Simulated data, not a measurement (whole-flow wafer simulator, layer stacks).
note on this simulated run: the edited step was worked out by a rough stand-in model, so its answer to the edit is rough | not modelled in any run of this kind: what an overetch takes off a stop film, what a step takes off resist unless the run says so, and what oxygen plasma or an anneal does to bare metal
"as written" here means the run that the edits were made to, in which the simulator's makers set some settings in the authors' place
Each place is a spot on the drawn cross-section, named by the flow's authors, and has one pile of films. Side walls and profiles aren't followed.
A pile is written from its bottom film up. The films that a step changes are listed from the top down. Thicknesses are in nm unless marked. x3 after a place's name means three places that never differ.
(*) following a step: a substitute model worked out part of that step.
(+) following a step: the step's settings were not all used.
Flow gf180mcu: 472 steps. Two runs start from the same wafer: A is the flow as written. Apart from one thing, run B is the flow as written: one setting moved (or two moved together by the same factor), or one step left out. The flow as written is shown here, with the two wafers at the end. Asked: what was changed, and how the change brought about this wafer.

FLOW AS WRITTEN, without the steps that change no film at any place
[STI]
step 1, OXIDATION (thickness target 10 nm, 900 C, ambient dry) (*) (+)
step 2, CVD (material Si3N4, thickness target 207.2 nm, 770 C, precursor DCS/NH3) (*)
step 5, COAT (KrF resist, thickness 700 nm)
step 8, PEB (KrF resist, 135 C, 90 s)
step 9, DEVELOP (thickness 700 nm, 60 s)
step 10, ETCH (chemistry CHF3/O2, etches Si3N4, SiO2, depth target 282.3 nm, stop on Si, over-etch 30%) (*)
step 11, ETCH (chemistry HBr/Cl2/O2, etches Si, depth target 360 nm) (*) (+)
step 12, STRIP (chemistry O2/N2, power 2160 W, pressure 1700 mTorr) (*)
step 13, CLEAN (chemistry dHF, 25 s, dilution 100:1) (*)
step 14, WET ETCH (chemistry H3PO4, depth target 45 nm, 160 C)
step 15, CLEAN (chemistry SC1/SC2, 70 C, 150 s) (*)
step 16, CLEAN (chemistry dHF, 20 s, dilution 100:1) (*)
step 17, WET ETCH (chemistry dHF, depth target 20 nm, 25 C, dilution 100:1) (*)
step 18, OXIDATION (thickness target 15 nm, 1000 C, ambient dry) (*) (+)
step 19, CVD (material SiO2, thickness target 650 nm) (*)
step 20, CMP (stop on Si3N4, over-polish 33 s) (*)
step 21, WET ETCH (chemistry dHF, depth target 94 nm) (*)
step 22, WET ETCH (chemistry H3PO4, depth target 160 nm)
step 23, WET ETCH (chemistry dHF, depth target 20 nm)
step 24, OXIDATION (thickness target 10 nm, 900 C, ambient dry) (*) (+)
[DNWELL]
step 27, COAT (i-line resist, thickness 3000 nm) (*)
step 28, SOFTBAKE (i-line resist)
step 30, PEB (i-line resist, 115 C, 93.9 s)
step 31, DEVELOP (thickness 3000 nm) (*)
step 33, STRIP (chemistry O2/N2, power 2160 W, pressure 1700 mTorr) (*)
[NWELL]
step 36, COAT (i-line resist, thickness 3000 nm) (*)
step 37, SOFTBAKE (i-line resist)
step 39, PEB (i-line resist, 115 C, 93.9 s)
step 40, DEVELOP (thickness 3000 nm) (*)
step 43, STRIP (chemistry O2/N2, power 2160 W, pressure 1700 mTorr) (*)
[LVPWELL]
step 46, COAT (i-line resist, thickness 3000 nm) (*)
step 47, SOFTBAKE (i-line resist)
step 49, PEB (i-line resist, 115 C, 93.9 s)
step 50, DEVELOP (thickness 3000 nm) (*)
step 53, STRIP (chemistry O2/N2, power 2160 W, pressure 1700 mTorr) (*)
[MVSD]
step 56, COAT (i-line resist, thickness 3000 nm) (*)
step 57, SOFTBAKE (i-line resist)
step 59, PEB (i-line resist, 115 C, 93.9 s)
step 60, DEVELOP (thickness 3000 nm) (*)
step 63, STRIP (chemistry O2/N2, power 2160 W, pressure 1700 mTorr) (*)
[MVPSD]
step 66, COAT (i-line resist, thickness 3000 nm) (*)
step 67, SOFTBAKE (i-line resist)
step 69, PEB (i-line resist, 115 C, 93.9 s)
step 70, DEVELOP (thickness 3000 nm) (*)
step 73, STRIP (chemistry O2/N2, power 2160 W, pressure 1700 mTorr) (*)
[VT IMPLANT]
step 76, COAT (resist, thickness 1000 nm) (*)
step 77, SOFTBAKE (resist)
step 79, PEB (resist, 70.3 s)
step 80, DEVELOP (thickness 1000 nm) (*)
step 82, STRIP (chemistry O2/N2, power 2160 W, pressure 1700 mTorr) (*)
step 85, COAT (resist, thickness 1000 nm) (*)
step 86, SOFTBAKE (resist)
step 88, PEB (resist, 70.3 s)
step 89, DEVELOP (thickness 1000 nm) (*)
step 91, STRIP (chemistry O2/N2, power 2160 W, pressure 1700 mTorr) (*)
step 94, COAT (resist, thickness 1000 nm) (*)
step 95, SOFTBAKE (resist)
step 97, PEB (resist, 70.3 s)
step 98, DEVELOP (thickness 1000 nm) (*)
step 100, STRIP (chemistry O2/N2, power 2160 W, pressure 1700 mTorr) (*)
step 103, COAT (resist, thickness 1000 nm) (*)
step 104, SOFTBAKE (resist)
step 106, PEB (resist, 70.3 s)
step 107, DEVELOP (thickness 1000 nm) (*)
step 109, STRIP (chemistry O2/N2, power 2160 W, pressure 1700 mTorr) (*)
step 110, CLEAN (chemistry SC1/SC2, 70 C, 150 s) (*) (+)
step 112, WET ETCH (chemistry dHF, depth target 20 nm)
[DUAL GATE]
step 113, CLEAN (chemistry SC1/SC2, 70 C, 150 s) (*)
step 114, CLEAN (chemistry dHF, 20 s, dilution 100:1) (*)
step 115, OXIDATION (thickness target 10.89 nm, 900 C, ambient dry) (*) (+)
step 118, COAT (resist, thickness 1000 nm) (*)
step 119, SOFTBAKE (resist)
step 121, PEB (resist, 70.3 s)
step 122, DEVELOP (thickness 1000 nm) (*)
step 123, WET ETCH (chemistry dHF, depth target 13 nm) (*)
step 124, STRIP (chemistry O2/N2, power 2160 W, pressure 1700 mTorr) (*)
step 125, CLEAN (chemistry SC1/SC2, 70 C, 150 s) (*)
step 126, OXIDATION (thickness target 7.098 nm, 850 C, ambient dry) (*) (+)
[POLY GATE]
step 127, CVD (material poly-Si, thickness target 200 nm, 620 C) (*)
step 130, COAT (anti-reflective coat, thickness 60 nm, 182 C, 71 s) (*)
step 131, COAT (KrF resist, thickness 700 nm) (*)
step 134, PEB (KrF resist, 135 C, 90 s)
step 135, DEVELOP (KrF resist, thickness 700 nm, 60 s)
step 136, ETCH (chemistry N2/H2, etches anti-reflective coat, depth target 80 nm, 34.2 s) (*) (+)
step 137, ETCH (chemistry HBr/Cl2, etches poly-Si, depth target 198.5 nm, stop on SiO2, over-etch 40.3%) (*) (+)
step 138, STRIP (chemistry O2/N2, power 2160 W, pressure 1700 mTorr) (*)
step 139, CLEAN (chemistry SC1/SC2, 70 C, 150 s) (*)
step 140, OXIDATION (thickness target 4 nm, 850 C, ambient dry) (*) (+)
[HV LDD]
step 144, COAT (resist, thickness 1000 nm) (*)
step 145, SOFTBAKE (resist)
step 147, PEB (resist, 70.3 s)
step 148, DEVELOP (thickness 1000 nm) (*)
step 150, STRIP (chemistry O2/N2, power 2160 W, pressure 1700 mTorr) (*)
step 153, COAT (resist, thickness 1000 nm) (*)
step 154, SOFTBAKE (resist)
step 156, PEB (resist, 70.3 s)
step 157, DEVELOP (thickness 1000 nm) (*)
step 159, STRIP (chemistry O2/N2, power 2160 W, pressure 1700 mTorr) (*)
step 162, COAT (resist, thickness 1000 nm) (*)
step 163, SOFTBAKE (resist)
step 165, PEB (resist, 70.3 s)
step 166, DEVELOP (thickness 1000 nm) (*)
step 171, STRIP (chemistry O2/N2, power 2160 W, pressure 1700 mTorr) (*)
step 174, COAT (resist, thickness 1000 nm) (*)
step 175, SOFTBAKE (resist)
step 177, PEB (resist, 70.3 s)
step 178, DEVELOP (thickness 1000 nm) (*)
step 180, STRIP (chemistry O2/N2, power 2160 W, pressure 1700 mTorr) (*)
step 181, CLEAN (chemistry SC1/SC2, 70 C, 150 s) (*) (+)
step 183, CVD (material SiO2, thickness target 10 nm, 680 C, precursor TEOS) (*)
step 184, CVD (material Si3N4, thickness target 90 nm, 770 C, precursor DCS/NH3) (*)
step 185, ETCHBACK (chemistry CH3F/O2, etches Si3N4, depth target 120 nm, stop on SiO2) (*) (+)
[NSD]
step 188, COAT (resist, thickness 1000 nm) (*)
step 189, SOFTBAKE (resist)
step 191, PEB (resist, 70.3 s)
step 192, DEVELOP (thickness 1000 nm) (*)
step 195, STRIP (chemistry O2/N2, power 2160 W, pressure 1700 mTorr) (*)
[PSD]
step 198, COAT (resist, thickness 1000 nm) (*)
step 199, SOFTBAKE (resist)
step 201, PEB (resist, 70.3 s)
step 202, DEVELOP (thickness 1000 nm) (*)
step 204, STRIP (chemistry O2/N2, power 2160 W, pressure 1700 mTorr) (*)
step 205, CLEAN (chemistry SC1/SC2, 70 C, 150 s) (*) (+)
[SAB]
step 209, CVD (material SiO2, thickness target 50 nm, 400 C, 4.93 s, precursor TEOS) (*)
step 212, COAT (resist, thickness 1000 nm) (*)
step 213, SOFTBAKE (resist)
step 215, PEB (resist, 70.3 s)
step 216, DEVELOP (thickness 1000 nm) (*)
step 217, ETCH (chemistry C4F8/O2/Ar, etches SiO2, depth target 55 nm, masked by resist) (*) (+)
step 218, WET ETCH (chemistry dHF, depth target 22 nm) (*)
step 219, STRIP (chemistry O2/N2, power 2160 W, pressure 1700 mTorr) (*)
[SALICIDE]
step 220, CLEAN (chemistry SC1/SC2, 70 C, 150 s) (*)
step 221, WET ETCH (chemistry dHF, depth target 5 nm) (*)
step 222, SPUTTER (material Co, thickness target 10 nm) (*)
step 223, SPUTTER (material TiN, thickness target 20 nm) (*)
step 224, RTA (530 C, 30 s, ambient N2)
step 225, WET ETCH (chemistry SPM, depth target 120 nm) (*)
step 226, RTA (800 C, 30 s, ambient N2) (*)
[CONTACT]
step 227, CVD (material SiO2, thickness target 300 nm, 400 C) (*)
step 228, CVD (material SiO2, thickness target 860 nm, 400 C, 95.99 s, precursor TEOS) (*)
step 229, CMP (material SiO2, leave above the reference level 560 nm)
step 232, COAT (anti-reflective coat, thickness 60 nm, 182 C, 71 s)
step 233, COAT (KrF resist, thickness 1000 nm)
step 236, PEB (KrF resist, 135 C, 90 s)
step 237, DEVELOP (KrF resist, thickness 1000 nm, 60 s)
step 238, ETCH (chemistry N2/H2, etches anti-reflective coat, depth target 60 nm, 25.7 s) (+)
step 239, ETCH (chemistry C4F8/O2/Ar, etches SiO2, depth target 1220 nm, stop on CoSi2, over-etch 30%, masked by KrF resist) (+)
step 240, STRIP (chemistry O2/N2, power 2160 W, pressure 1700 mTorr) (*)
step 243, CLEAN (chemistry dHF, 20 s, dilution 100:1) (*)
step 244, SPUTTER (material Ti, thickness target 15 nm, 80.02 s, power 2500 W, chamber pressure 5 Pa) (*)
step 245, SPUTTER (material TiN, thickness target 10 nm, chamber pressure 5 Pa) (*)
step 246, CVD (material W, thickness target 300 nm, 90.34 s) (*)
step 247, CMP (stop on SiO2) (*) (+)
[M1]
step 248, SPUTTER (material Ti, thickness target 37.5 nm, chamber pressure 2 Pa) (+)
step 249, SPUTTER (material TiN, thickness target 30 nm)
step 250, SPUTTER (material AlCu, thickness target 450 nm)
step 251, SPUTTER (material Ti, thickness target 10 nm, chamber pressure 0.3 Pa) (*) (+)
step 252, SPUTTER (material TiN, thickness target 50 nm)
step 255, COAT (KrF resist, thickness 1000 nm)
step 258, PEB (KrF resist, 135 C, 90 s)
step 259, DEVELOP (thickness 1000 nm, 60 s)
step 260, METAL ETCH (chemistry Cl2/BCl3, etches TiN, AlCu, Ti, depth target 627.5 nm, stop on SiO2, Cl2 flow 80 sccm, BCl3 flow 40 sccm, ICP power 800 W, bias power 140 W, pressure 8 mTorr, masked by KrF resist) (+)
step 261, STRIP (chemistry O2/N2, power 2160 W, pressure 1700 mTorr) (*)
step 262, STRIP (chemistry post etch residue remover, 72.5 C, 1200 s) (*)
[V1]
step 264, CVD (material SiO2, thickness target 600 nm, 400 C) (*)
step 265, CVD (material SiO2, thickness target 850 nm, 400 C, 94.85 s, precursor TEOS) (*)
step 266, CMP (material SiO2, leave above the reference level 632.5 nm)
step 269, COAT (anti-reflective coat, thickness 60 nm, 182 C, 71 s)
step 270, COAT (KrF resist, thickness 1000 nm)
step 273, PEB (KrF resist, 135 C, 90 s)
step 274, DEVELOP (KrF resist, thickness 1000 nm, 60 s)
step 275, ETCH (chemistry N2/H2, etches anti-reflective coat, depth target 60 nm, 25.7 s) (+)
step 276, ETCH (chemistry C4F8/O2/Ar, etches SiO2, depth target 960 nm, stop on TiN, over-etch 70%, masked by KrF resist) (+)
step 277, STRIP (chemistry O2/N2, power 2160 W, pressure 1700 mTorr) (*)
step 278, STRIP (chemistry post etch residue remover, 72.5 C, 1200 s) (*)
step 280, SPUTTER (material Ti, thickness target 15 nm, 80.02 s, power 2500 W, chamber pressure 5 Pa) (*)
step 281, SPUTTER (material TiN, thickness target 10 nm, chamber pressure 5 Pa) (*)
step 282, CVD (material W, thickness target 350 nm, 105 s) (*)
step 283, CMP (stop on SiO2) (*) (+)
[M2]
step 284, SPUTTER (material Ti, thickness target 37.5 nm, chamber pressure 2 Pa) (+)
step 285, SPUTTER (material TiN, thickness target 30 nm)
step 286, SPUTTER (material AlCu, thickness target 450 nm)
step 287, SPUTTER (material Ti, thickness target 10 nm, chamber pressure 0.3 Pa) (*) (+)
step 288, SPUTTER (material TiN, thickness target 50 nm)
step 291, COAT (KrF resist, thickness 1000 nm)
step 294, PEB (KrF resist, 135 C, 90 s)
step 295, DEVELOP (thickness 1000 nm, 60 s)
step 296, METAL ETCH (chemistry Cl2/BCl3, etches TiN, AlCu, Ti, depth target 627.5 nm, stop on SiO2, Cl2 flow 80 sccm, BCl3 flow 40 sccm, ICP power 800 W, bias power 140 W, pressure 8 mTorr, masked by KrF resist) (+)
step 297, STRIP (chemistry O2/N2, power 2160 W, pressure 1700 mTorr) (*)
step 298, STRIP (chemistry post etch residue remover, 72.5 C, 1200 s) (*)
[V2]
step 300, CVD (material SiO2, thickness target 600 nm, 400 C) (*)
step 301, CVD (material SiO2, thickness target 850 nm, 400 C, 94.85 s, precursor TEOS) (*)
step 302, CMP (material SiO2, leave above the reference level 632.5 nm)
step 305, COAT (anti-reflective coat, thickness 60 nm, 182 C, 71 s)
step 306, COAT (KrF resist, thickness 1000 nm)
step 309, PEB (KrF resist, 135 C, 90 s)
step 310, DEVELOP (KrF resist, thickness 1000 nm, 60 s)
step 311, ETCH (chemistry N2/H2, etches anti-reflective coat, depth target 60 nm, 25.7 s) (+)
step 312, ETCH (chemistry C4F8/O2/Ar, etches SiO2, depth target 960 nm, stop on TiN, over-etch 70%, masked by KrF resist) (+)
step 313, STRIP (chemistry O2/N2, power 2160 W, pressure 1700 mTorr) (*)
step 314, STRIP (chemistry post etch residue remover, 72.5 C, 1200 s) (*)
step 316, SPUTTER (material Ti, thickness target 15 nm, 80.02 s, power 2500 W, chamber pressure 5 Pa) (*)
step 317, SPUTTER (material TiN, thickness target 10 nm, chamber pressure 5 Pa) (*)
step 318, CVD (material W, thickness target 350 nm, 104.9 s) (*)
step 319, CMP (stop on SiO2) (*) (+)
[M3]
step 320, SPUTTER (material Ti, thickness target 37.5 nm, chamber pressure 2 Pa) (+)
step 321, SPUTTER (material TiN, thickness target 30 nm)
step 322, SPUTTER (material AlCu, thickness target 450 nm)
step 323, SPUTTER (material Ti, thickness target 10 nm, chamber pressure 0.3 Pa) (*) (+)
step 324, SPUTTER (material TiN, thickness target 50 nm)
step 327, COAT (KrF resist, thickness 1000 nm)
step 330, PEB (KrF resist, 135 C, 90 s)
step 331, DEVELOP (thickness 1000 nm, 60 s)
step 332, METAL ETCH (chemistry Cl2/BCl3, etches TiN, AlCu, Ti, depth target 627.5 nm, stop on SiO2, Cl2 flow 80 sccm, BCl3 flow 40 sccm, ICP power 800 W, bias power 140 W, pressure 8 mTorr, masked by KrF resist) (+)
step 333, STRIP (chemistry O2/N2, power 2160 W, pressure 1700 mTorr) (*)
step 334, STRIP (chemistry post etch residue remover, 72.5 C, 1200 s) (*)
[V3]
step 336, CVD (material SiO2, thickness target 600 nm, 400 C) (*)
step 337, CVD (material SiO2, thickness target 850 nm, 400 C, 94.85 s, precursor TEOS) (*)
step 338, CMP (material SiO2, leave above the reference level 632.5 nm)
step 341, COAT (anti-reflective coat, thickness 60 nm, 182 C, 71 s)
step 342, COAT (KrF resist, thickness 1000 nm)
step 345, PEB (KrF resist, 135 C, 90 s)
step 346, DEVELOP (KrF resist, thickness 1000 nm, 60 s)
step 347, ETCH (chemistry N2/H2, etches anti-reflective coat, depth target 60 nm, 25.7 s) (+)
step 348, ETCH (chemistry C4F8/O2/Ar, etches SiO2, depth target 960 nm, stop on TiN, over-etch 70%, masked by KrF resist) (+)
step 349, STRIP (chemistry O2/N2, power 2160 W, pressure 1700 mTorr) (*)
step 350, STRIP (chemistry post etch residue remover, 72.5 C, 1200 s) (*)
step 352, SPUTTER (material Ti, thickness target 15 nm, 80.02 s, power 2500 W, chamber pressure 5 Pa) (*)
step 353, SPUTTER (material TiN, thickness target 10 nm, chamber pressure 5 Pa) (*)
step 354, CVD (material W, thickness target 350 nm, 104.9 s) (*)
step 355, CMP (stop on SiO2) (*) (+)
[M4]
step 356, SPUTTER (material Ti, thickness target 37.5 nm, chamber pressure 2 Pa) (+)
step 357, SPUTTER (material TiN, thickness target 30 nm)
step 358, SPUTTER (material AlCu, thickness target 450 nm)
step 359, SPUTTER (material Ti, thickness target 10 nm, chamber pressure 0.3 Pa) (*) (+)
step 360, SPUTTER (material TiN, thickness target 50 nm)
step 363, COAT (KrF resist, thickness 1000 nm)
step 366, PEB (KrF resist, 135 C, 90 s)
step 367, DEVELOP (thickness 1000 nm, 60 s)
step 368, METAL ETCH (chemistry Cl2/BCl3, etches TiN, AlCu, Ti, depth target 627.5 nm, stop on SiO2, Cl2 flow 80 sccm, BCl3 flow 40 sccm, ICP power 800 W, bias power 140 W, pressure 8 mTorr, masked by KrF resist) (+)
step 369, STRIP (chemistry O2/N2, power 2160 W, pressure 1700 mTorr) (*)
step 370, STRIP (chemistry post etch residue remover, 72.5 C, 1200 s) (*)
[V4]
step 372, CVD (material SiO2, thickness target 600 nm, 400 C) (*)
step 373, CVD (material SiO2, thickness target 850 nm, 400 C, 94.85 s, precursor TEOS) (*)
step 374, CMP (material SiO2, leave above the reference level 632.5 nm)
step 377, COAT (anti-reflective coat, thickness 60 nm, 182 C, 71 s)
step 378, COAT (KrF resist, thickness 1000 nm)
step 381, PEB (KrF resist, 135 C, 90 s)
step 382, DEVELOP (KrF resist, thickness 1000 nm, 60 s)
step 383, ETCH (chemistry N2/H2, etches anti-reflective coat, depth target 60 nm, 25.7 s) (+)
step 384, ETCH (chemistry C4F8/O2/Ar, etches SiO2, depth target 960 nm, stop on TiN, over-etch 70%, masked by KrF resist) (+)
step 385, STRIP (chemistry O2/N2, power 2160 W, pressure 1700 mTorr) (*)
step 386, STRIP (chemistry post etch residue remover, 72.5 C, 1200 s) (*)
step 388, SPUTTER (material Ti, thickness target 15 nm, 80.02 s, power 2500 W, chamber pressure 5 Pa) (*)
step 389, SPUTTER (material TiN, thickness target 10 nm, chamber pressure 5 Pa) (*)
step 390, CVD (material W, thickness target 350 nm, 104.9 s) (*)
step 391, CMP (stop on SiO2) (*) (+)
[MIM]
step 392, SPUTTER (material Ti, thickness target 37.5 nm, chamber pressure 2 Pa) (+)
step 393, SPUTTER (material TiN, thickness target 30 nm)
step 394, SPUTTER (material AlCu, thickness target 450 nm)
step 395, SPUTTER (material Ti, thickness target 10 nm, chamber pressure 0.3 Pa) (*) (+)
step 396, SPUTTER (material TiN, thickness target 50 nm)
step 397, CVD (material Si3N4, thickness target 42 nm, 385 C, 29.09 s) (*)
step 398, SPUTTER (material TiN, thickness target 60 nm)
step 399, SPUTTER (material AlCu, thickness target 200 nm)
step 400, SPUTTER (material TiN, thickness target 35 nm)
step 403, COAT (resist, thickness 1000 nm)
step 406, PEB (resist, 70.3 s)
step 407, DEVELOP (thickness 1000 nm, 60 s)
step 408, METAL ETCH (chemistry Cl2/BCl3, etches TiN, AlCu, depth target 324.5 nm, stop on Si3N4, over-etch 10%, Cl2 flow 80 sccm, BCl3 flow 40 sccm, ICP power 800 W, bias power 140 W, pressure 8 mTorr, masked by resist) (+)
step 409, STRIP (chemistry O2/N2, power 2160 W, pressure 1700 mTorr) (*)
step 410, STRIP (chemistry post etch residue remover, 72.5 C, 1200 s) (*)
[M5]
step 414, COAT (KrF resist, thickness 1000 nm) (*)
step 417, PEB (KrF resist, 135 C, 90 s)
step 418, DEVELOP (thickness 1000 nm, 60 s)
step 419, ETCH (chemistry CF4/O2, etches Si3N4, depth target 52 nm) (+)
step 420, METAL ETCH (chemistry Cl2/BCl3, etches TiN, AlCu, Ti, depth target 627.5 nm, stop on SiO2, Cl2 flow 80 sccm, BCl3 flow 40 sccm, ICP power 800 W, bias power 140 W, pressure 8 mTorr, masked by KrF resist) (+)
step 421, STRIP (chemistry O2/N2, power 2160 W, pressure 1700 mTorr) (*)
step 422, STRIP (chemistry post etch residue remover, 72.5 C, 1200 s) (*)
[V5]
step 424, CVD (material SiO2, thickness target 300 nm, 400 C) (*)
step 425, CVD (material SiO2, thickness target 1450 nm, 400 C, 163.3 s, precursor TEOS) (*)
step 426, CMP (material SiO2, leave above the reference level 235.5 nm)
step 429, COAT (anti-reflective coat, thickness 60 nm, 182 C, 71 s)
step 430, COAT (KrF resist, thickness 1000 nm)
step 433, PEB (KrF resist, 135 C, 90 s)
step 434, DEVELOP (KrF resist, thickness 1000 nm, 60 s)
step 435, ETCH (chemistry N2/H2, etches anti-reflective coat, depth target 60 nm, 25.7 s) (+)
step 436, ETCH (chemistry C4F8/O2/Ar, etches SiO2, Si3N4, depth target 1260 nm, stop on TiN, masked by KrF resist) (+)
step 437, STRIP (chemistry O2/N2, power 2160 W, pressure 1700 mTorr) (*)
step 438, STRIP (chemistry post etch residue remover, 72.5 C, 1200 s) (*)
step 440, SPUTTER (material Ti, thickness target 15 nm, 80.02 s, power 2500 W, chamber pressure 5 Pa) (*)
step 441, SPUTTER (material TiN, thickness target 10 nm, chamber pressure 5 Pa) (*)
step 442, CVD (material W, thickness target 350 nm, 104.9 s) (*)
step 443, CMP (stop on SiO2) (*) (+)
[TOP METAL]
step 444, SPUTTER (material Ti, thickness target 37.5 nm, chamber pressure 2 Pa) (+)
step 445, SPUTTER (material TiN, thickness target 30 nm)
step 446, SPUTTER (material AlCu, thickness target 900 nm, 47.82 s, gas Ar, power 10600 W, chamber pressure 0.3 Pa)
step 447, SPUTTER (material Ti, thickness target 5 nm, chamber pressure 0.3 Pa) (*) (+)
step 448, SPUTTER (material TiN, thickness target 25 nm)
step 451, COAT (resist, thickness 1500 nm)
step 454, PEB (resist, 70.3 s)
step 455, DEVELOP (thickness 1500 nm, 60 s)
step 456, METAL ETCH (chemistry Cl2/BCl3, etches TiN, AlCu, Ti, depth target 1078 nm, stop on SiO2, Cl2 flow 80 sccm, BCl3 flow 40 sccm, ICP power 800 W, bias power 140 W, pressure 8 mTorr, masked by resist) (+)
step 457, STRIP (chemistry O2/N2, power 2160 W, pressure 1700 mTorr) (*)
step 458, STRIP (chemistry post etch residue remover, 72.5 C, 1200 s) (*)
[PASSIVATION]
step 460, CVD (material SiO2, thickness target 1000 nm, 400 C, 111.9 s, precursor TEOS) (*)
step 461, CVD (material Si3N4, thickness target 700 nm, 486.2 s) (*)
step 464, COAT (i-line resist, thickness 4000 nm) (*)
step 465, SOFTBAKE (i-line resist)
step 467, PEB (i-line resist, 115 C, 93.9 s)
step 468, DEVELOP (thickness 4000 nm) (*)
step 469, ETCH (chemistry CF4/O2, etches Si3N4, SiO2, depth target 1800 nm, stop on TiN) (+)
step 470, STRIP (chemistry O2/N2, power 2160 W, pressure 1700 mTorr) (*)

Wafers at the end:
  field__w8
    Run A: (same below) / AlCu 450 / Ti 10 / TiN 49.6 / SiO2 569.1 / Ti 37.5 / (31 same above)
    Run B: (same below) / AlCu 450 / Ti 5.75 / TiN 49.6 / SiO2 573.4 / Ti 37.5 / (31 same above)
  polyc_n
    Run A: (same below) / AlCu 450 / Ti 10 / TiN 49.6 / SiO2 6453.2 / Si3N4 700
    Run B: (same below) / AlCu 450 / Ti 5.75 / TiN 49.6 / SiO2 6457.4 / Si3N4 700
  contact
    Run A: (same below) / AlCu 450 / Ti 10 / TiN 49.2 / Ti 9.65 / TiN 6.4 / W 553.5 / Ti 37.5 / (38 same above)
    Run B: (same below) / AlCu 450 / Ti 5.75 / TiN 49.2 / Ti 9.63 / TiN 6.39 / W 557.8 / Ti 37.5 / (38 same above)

What caused this: step 251, SPUTTER: thickness target 5.75 nm was run, though the flow has thickness target 10 nm.
The wafer lets one read it off: field__w8 has Ti 5.75, and step 251 as written asks for 10 nm.

The path from the change to this, step by step:
  step 251, SPUTTER (material Ti, thickness target 10 nm, chamber pressure 0.3 Pa) (*) (+)
      field, field__w1, field__w2 and 108 more: A Ti gains 10 (new film) | B Ti gains 5.75 (new film)
  step 260, METAL ETCH (chemistry Cl2/BCl3, etches TiN, AlCu, Ti, depth target 627.5 nm, stop on SiO2, Cl2 flow 80 sccm, BCl3 flow 40 sccm, ICP power 800 W, bias power 140 W, pressure 8 mTorr, masked by KrF resist) (+)
      field, field__w1, field__w2 and 99 more: A TiN loses 50 (all of it), Ti loses 10 (all of it), AlCu loses 450 (all of it), TiN loses 30 (all of it), Ti loses 37.5 (all of it) | B TiN loses 50 (all of it), Ti loses 5.75 (all of it), AlCu loses 450 (all of it), TiN loses 30 (all of it), Ti loses 37.5 (all of it)
